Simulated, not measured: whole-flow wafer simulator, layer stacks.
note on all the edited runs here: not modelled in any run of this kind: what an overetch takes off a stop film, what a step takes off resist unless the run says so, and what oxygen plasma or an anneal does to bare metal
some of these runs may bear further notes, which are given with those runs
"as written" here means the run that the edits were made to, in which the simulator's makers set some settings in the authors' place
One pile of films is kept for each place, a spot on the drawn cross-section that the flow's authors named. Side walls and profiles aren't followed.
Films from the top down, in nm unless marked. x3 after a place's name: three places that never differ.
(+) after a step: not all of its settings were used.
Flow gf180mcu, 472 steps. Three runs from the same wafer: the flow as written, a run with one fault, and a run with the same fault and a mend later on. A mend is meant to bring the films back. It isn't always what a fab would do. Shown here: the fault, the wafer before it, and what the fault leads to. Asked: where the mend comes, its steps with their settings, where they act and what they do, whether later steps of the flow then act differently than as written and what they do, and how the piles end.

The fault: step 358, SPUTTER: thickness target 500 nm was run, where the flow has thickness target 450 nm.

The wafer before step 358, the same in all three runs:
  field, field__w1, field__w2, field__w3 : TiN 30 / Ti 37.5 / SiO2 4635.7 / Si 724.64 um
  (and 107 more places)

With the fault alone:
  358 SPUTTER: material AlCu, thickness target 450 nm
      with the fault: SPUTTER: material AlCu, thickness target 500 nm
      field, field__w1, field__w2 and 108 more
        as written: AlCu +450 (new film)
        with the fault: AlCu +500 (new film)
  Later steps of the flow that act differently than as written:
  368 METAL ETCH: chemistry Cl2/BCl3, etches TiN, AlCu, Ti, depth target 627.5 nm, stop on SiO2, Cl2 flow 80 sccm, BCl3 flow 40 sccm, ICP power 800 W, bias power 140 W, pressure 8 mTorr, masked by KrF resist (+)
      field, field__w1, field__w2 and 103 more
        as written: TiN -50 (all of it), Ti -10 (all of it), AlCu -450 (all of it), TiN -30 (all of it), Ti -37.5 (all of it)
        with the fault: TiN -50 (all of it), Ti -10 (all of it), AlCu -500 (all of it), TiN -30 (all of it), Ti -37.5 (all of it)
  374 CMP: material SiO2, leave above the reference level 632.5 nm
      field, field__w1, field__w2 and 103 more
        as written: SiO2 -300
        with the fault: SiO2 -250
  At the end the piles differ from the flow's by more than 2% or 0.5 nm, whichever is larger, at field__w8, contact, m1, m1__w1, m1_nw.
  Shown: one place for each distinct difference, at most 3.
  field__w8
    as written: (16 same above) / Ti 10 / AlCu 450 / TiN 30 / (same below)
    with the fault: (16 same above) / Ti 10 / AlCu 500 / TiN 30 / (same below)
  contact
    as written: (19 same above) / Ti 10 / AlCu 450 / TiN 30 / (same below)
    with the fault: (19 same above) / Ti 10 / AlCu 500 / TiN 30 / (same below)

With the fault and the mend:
  The mend comes after step 358.
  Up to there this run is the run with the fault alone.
  358a METAL ETCH: chemistry Cl2/BCl3, etches TiN, AlCu, Ti, depth target 50 nm, Cl2 flow 80 sccm, BCl3 flow 40 sccm, ICP power 800 W, bias power 140 W, pressure 8 mTorr (the flow's step 260 once more, with other settings)
      field, field__w1, field__w2 and 108 more
        AlCu -50
  No later step of the flow acts differently than as written at any place that is followed.
  At the end the piles are the same as the flow's at every place that both follow.
